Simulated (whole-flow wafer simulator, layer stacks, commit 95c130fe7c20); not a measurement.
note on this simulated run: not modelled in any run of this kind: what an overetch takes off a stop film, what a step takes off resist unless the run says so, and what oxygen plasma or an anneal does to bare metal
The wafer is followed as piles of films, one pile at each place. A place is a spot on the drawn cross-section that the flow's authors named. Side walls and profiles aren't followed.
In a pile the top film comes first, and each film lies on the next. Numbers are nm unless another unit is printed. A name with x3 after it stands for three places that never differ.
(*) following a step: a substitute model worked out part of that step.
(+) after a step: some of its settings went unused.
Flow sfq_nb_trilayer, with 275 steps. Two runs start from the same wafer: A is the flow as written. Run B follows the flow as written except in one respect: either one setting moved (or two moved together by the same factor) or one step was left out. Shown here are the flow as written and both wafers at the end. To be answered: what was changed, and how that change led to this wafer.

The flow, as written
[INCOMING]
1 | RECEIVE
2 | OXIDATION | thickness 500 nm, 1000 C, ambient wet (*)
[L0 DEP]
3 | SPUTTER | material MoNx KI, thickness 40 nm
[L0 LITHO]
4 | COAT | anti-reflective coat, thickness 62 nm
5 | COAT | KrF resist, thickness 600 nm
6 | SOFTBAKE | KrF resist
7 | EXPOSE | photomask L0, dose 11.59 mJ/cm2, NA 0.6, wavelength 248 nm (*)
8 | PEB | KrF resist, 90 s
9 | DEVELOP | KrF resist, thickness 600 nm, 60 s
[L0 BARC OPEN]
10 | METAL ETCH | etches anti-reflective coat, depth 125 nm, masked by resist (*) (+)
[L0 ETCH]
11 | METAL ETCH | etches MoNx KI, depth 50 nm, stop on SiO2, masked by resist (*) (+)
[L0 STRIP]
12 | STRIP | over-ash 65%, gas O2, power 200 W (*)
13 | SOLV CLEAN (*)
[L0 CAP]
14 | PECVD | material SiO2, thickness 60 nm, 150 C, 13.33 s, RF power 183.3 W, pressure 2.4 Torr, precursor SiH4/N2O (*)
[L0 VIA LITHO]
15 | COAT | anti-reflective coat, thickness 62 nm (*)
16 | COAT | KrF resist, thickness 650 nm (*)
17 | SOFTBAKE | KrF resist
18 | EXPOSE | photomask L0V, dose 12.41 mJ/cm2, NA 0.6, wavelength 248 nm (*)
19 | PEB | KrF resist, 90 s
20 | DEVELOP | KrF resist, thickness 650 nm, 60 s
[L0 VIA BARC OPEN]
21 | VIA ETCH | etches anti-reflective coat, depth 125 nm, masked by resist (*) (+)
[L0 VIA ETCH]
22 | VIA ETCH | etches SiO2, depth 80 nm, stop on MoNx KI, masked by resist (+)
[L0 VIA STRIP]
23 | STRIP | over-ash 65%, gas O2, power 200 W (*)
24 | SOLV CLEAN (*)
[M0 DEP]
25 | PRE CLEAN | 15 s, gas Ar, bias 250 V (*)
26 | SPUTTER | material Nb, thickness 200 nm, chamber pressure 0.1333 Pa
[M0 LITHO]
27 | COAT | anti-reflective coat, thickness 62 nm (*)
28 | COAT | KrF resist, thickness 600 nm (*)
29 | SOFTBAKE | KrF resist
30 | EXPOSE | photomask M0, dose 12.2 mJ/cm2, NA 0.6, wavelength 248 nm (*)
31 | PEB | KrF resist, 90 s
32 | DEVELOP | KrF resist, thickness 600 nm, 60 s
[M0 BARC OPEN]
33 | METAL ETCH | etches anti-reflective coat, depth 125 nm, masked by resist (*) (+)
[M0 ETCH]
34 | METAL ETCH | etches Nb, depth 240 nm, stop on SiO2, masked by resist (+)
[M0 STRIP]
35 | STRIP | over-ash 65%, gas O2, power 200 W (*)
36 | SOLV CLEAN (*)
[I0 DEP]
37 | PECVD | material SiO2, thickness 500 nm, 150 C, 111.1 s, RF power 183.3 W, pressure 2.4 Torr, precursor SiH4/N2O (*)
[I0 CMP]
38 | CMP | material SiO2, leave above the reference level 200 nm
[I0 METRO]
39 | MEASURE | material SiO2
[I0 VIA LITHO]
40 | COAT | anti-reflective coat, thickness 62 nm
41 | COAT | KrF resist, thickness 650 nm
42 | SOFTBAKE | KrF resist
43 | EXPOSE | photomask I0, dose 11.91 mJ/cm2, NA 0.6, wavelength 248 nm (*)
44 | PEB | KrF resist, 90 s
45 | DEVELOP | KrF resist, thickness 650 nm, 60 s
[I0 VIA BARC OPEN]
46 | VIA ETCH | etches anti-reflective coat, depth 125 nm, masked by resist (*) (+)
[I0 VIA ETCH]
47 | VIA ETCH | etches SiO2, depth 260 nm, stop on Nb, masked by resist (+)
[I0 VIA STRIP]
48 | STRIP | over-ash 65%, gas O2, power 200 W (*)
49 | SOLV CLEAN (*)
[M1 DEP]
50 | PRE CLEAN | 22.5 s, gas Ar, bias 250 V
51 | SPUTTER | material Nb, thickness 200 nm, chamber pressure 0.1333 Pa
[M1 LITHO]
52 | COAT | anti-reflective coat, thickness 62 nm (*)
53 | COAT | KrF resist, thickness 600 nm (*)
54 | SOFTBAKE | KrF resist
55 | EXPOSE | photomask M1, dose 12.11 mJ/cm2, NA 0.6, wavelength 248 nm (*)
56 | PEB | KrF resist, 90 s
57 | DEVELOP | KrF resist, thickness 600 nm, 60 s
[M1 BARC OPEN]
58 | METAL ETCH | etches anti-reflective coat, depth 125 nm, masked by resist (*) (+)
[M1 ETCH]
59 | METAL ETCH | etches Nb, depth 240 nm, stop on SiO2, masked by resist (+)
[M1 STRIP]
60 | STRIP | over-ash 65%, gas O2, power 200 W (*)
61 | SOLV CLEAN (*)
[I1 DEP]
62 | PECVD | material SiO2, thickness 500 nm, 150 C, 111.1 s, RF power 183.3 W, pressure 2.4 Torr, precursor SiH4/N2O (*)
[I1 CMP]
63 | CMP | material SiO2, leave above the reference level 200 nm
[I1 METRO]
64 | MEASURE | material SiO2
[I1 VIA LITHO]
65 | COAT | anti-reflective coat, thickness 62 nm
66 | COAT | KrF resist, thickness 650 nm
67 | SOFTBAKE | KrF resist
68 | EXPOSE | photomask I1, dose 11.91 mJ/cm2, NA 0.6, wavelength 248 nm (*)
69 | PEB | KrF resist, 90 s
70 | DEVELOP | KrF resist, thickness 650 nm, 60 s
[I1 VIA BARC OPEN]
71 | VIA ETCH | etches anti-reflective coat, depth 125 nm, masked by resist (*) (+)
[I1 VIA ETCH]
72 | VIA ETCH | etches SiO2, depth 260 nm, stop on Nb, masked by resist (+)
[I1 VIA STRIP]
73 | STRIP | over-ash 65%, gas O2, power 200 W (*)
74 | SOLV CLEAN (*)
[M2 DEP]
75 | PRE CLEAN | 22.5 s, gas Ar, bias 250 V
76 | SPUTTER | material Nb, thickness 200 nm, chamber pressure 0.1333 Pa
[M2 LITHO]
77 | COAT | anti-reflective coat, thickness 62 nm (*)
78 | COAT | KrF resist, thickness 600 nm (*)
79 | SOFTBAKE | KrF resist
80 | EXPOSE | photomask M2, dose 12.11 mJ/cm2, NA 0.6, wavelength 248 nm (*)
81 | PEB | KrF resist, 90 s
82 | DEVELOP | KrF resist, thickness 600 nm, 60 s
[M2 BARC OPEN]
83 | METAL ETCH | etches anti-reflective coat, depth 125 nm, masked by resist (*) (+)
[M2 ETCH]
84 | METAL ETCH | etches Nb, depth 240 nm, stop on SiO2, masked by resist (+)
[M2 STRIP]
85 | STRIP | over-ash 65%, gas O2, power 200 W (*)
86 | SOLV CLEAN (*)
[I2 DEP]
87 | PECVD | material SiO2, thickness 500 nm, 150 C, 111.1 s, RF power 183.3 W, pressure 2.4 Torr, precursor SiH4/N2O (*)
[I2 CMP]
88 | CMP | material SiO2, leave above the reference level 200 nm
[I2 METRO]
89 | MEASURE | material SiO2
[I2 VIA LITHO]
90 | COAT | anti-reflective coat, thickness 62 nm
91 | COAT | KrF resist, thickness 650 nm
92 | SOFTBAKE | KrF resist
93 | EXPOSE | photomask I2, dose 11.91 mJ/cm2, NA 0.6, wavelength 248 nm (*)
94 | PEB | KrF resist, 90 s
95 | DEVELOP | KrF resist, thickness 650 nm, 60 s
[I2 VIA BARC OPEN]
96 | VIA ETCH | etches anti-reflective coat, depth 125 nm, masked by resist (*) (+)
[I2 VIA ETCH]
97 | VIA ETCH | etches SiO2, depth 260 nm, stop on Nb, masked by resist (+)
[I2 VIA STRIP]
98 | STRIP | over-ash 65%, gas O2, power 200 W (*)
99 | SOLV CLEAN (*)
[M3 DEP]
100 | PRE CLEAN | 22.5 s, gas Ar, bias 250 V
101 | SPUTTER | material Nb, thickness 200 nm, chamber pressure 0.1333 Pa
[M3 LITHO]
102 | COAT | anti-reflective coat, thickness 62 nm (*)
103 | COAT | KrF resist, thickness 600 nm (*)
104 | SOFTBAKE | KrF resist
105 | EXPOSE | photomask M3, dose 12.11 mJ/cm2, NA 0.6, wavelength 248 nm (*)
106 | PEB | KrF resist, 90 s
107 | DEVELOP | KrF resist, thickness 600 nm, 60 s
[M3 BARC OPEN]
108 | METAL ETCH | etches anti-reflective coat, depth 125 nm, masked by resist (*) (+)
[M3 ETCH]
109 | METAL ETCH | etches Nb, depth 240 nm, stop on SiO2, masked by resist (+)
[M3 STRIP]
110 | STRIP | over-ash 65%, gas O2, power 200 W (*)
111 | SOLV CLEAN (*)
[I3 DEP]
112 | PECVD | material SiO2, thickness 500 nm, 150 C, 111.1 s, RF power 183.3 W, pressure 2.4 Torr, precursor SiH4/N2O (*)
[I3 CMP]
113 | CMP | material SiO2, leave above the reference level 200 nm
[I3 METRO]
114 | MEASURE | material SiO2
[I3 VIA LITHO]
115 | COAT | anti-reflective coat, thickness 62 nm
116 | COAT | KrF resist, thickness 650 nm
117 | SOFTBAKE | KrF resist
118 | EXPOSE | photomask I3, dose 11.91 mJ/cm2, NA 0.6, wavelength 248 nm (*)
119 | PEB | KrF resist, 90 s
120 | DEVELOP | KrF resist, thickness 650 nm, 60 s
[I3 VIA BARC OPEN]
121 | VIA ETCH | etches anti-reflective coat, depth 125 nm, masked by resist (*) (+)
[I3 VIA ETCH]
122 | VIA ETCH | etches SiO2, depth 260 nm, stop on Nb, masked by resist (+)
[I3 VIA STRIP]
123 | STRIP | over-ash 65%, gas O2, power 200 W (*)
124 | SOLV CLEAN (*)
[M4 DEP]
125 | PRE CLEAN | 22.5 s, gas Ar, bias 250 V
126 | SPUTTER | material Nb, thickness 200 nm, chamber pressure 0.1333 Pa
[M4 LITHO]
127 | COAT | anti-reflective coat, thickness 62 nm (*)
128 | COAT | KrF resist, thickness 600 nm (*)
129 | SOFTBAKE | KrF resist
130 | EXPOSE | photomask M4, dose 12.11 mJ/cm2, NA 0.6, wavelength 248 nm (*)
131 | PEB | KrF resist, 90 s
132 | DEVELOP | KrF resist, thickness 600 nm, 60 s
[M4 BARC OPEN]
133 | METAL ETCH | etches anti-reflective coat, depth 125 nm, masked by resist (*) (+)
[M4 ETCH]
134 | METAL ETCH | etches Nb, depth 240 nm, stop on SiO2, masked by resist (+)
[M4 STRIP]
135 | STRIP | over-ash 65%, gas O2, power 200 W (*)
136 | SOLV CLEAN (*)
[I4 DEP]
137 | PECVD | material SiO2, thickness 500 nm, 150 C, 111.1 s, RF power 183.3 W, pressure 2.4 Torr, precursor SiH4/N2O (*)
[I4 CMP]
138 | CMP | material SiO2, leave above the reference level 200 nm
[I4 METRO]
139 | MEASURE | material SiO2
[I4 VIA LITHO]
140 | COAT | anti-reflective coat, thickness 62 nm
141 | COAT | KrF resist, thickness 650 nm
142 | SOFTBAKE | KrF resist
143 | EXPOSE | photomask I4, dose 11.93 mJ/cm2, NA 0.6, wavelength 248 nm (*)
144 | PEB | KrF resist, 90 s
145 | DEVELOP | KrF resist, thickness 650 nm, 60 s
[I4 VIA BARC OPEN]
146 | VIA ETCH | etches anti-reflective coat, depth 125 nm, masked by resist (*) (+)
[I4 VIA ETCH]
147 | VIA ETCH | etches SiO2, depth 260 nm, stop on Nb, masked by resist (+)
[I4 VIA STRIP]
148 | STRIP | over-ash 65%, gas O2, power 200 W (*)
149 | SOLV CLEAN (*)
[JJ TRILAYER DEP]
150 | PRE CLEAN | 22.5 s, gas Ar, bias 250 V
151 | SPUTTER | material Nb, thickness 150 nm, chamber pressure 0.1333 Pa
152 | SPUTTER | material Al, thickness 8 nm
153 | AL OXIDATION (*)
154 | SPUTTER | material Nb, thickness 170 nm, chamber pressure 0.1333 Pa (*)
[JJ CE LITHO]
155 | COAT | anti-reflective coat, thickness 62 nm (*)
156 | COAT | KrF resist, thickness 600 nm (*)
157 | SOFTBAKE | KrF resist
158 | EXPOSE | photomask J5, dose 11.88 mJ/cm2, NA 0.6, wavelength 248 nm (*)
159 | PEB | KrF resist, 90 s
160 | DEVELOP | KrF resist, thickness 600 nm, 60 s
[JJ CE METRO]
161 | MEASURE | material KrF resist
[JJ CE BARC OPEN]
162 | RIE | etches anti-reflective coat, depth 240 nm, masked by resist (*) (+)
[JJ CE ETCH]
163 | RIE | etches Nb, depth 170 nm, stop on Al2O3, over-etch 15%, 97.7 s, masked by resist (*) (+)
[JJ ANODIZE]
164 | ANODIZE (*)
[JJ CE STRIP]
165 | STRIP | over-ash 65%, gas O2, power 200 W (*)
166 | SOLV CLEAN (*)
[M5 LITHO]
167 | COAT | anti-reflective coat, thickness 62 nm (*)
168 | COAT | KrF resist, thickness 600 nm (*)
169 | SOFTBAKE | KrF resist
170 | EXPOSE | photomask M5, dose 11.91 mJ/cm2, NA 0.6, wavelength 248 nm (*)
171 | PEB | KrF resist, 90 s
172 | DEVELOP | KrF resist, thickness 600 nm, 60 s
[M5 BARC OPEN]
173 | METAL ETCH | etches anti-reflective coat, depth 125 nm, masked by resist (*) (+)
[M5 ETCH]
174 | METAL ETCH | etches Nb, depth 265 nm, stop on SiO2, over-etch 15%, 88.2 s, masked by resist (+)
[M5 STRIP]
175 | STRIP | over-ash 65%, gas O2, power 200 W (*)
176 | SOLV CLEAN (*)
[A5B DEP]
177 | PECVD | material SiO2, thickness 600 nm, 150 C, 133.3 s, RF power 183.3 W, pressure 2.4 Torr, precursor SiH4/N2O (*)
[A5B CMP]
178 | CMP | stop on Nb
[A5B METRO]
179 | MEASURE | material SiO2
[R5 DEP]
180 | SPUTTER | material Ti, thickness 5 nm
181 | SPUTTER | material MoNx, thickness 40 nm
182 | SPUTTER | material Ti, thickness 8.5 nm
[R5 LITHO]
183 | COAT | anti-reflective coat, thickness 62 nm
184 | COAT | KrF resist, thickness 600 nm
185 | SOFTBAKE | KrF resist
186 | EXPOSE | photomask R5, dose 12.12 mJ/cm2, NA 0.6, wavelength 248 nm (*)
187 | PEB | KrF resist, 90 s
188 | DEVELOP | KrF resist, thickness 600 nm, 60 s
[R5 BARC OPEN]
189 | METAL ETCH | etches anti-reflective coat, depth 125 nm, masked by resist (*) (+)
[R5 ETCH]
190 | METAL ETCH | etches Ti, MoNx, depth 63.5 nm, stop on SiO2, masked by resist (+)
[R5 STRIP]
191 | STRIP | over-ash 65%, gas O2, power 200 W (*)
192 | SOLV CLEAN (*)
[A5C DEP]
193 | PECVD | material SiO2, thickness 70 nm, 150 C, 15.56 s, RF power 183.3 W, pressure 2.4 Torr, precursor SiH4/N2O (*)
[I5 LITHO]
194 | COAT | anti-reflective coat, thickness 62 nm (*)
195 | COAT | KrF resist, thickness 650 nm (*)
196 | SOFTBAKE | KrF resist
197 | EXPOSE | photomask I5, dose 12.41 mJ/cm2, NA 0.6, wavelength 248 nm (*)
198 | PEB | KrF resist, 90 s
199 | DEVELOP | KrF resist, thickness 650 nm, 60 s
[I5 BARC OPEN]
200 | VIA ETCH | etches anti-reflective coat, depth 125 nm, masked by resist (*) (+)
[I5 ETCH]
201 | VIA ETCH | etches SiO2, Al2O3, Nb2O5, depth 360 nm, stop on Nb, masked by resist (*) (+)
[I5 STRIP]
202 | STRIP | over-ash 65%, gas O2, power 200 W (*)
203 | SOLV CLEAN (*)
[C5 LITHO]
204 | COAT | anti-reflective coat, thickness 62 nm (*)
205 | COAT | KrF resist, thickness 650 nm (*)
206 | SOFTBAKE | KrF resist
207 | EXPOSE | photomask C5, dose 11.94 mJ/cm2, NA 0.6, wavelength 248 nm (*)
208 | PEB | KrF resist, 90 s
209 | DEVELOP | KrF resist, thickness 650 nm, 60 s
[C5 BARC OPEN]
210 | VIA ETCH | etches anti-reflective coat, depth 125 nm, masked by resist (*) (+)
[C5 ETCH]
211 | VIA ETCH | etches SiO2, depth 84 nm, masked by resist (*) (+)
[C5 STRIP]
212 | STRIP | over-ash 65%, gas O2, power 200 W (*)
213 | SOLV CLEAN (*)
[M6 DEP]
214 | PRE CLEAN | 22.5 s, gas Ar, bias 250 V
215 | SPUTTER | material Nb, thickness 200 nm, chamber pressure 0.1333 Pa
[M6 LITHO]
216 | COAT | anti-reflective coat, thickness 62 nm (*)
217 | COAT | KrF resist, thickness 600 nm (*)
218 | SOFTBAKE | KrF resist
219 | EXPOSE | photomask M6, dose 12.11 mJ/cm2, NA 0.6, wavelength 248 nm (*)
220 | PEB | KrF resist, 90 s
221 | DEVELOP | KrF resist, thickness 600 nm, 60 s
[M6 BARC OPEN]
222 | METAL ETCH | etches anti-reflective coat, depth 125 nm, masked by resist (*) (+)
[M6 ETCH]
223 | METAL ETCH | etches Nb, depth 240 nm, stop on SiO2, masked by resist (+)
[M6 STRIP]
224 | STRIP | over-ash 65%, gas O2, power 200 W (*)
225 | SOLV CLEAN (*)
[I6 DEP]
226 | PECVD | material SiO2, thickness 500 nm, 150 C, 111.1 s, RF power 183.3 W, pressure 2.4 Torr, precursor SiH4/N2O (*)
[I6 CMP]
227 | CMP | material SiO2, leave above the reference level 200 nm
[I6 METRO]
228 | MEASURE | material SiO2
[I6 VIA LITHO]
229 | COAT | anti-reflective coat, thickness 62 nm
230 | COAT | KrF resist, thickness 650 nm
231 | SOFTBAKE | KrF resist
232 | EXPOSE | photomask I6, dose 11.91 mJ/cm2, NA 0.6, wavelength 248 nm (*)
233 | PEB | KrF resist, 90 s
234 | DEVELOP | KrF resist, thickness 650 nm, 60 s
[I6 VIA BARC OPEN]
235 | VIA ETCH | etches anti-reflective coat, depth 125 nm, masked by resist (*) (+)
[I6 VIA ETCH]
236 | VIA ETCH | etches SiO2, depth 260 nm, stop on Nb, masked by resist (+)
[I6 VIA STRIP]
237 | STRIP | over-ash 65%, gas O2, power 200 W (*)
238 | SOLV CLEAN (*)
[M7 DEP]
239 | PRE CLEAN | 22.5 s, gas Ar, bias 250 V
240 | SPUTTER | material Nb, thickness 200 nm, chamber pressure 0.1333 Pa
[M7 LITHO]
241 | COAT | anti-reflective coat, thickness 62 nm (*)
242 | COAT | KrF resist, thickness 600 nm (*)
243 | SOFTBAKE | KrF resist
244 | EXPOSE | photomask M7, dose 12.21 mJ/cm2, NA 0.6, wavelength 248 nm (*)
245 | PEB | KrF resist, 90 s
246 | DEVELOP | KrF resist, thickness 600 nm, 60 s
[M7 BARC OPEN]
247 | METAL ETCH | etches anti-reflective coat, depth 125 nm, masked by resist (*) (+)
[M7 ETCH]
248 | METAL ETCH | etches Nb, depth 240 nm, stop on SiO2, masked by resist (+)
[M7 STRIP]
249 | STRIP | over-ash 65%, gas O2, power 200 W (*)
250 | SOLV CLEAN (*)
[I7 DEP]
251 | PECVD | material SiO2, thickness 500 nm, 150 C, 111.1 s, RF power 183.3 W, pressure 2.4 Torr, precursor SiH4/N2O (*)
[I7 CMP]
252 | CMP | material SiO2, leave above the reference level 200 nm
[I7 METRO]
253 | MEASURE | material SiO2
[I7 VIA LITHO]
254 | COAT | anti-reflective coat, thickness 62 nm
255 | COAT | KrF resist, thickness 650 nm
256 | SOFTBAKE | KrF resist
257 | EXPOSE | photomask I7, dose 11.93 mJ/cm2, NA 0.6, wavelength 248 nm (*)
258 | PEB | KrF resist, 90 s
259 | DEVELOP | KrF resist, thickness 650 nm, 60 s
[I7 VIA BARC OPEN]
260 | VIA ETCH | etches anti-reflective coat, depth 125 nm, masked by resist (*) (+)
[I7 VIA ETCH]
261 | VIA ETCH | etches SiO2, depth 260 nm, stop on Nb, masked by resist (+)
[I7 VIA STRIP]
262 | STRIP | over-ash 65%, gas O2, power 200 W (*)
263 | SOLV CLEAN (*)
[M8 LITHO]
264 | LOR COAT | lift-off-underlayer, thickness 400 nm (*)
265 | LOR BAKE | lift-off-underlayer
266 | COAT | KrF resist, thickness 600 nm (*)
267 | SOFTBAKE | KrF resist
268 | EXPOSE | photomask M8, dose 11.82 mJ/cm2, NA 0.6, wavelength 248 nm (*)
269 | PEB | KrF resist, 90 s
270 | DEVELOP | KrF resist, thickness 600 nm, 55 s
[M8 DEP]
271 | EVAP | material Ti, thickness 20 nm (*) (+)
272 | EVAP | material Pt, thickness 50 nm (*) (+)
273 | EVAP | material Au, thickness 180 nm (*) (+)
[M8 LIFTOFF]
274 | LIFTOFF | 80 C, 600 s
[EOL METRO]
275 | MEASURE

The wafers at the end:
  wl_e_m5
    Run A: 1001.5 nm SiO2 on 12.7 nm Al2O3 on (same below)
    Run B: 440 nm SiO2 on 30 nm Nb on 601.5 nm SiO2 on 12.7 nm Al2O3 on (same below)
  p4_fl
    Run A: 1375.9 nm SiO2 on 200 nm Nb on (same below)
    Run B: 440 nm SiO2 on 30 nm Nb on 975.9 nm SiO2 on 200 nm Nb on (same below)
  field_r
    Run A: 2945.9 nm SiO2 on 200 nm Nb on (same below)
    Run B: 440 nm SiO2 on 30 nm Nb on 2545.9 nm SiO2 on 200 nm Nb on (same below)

The reason: step 240, SPUTTER: thickness 270 nm was run, though the flow has thickness 200 nm.

How this came from the change, step by step:
  240 | SPUTTER | material Nb, thickness 200 nm, chamber pressure 0.1333 Pa
      field_l, v_sur, via_wl and 102 more: A Nb gains 200 (new film) | B Nb gains 270 (new film)
      via_v: A Nb gains 161.1 | B Nb gains 217.9
  248 | METAL ETCH | etches Nb, depth 240 nm, stop on SiO2, masked by resist (+)
      field_l, field_r, lsp_l and 62 more: A Nb loses 200 (all of it) | B Nb loses 240
  251 | PECVD | material SiO2, thickness 500 nm, 150 C, 111.1 s, RF power 183.3 W, pressure 2.4 Torr, precursor SiH4/N2O (*)
      field_l, p4_fl, p4_fm and 56 more: A SiO2 gains 500 | B SiO2 gains 500 (new film)
      field_r, lsp_l: A SiO2 gains 477.7 | B SiO2 gains 473.2 (new film)
      (also at 5 further places)
  252 | CMP | material SiO2, leave above the reference level 200 nm
      field_l, p4_fl, p4_fm and 56 more: A SiO2 loses 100 | B SiO2 loses 60
      field_r, lsp_l: A SiO2 loses 77.7 | B SiO2 loses 33.2
      (also at 3 further places)
Taking metal films that touch as one body, wl_e_m5 has 7 bodies (between them, from the top down: SiO2 601.5 / Al2O3 12.7 / Nb2O5 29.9; SiO2 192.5; SiO2 192.5; SiO2 192.5; SiO2 192.5; SiO2 192.5); the flow as written gives 6 bodies (between them, from the top down: SiO2 192.5; SiO2 192.5; SiO2 192.5; SiO2 192.5; SiO2 192.5).
Taking metal films that touch as one body, p4_fl has 3 bodies (between them, from the top down: SiO2 975.9; SiO2 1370); the flow as written gives 2 bodies (between them, from the top down: SiO2 1370).
Taking metal films that touch as one body, field_r has 2 bodies (between them, from the top down: SiO2 2545.9); the flow as written gives 1 body.
